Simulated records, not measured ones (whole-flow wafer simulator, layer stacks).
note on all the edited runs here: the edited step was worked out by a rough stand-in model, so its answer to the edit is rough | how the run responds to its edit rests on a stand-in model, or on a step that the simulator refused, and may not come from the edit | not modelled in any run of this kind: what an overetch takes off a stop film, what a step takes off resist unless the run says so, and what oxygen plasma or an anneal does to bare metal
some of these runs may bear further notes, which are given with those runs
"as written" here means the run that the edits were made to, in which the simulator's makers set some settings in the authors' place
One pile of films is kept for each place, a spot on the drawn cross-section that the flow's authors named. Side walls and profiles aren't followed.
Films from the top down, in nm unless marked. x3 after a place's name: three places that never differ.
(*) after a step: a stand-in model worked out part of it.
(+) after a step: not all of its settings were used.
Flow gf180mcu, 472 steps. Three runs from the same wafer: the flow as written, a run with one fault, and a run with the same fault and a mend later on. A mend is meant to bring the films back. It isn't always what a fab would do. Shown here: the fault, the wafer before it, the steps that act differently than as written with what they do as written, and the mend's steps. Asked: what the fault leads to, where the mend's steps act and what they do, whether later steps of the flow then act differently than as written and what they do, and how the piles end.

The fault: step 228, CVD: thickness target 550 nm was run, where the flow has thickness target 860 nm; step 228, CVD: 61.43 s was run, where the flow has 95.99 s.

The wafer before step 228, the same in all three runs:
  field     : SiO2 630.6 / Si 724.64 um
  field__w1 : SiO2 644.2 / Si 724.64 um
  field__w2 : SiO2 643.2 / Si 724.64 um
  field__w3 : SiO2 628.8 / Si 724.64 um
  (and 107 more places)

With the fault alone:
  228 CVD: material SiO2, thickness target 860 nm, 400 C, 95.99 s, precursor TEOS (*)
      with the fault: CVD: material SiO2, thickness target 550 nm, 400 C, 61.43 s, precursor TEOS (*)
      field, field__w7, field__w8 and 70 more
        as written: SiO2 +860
        with the fault: SiO2 +557
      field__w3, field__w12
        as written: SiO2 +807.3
        with the fault: SiO2 +526.3
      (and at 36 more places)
  Later steps of the flow that act differently than as written (9 more steps differ only slightly, by at most 2% or 0.5 nm, whichever is larger, and aren't shown):
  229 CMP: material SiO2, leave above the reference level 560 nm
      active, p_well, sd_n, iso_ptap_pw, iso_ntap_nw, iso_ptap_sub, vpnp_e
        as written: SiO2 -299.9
        with the fault: nothing
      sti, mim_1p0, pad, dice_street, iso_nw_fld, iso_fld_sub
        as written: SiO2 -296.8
        with the fault: nothing
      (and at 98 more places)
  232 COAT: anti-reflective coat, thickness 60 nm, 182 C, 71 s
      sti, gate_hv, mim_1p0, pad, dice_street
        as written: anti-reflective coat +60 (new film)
        with the fault: anti-reflective coat +53.2 (new film)
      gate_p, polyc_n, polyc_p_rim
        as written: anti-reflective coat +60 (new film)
        with the fault: anti-reflective coat +49.9 (new film)
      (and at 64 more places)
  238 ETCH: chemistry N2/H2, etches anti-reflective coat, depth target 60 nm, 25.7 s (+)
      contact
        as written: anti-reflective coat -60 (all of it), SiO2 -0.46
        with the fault: anti-reflective coat -62.9 (all of it), SiO2 -0.39
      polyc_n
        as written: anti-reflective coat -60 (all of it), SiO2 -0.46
        with the fault: anti-reflective coat -49.9 (all of it), SiO2 -0.72
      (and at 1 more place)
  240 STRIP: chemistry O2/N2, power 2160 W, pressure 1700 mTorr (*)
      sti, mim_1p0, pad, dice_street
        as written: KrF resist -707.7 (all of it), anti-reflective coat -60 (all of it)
        with the fault: KrF resist -715.6 (all of it), anti-reflective coat -53.2 (all of it)
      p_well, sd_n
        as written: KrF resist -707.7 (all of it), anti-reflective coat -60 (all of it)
        with the fault: KrF resist -715.6 (all of it), anti-reflective coat -50.1 (all of it)
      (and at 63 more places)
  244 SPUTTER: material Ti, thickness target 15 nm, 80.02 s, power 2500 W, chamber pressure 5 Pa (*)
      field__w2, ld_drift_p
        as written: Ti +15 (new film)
        with the fault: Ti +14.4 (new film)
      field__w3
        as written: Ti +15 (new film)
        with the fault: Ti +14.3 (new film)
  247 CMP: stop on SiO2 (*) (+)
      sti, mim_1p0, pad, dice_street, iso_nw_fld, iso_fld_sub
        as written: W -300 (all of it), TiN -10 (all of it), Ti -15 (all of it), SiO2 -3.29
        with the fault: W -300 (all of it), TiN -10 (all of it), Ti -15 (all of it)
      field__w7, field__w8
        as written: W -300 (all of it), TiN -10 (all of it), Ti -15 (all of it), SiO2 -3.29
        with the fault: W -300 (all of it), TiN -10 (all of it), Ti -3.55
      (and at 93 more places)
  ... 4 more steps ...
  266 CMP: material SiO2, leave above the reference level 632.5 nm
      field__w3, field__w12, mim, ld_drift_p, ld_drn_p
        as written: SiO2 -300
        with the fault: SiO2 -287.7
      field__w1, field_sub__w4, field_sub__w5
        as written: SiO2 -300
        with the fault: SiO2 -292
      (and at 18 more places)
  At the end the piles differ from the flow's by more than 2% or 0.5 nm, whichever is larger, at field__w2, field__w3, field__w8 and 6 more.
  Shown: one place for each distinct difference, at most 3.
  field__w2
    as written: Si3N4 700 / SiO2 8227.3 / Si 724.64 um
    with the fault: Si3N4 700 / SiO2 7056.4 / Ti 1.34 / SiO2 1168 / Si 724.64 um
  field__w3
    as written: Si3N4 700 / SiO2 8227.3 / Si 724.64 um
    with the fault: Si3N4 700 / SiO2 7042.5 / W 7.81 / TiN 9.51 / Ti 14.3 / SiO2 1151.6 / Si 724.64 um
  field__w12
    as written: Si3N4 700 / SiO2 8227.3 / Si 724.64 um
    with the fault: Si3N4 700 / SiO2 7042.5 / W 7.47 / TiN 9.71 / Ti 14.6 / SiO2 1151.4 / Si 724.64 um

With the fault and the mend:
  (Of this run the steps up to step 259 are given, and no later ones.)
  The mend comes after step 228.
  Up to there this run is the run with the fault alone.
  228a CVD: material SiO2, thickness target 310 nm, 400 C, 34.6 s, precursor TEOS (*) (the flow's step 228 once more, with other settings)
      field, field__w7, field__w8 and 72 more
        SiO2 +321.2
      field__w1, contact, active_hv
        SiO2 +315.2
      field_sub__w1, field_sub__w4, field_sub__w5
        SiO2 +312.8
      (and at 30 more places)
  Later steps of the flow that act differently than as written (5 more steps differ only slightly, by at most 2% or 0.5 nm, whichever is larger, and aren't shown):
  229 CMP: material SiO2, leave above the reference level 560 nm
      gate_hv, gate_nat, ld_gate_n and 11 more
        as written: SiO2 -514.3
        with the mend: SiO2 -532.5
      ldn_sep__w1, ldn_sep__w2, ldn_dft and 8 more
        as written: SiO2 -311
        with the mend: SiO2 -329.2
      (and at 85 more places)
  After step 259 the piles differ from the flow's only slightly at the places that both follow, by at most 2% or 0.5 nm, whichever is larger.
